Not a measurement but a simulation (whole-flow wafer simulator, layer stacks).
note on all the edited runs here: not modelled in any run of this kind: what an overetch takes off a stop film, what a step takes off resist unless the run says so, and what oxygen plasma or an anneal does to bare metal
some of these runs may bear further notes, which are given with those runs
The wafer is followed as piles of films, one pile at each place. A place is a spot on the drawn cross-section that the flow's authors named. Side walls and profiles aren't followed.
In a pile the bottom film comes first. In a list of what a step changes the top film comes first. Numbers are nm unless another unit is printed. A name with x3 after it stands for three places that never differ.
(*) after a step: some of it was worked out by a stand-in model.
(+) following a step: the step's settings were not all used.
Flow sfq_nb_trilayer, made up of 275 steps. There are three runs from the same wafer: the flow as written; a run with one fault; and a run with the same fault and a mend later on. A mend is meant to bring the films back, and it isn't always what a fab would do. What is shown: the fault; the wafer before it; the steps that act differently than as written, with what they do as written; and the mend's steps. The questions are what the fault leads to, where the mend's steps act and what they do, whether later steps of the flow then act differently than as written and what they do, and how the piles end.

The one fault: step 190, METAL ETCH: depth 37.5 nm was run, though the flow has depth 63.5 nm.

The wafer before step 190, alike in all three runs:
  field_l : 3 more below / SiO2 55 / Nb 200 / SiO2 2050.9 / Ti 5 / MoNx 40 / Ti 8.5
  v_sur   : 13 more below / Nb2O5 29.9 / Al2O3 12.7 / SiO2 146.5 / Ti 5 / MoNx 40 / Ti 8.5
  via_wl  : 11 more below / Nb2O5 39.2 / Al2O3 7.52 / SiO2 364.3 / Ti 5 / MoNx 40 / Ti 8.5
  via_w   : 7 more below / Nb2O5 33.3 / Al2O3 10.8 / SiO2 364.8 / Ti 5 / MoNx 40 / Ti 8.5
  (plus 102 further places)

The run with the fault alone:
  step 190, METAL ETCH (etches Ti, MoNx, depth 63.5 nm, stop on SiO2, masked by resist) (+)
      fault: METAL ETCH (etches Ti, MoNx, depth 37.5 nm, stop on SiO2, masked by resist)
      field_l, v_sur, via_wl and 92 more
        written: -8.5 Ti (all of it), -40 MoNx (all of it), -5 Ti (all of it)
        fault: -8.5 Ti (all of it), -29 MoNx
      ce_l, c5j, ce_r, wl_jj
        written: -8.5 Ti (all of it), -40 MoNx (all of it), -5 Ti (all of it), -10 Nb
        fault: -8.5 Ti (all of it), -29 MoNx
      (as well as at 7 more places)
  Steps further on in the flow that do not act as written (not shown: 10 more steps that differ only slightly, by at most 2% or 0.5 nm, whichever is larger):
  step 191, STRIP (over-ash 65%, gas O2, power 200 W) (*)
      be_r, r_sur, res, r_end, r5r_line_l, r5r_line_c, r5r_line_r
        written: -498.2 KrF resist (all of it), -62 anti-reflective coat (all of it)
        fault: -508.6 KrF resist (all of it), -62 anti-reflective coat (all of it)
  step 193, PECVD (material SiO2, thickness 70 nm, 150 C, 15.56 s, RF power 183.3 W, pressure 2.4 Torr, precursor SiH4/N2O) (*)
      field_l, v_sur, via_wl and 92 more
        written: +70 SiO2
        fault: +70 SiO2 (new film)
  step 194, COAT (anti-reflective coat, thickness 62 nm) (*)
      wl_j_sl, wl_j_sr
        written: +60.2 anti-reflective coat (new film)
        fault: +62 anti-reflective coat (new film)
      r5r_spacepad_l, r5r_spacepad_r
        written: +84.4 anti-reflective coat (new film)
        fault: +77.5 anti-reflective coat (new film)
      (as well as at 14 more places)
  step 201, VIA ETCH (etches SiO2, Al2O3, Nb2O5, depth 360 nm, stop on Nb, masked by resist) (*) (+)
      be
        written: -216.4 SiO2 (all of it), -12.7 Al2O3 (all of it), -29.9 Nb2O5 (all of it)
        fault: -69.8 SiO2 (all of it), -11 MoNx (all of it), -5 Ti (all of it), -146.5 SiO2 (all of it), -12.7 Al2O3 (all of it), -29.9 Nb2O5 (all of it)
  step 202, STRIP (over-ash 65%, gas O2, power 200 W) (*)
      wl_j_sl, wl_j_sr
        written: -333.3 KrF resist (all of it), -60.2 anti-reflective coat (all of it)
        fault: -333.2 KrF resist (all of it), -62 anti-reflective coat (all of it)
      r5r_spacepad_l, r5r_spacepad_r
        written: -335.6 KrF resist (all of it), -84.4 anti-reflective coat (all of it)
        fault: -334.9 KrF resist (all of it), -77.5 anti-reflective coat (all of it)
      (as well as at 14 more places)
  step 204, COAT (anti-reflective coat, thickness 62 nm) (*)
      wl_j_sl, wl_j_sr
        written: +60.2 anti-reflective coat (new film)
        fault: +62 anti-reflective coat (new film)
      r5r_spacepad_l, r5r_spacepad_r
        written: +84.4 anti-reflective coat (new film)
        fault: +77.5 anti-reflective coat (new film)
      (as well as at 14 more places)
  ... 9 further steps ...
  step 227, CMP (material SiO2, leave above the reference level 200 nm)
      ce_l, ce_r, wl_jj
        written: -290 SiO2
        fault: -300 SiO2
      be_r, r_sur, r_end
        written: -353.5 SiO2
        fault: -337.5 SiO2
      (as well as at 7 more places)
  By the end, the piles at field_l, v_sur, via_wl and 100 more depart from the flow's by more than 2% or 0.5 nm, whichever is larger.
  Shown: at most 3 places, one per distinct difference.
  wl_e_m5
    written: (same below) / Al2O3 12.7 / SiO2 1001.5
    fault: (same below) / Al2O3 12.7 / SiO2 146.5 / Ti 5 / MoNx 11 / SiO2 855
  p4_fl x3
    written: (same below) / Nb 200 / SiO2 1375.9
    fault: (same below) / Nb 200 / SiO2 520.9 / Ti 5 / MoNx 11 / SiO2 855
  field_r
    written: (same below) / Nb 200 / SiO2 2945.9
    fault: (same below) / Nb 200 / SiO2 2090.9 / Ti 5 / MoNx 11 / SiO2 855

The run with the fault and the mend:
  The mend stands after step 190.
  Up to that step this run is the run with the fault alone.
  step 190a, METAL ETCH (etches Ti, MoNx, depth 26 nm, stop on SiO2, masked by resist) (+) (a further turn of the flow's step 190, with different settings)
      field_l, v_sur, via_wl and 92 more
        -11 MoNx (all of it), -5 Ti (all of it)
      be_r, r_sur, res, r_end, r5r_line_l, r5r_line_c, r5r_line_r
        -10.4 KrF resist
      ce_l, c5j, ce_r, wl_jj
        -11 MoNx (all of it), -5 Ti (all of it), -10 Nb
  Every later step of the flow that is run acts as written at every place that is followed.
  The piles end the same as the flow's at every place that both follow.
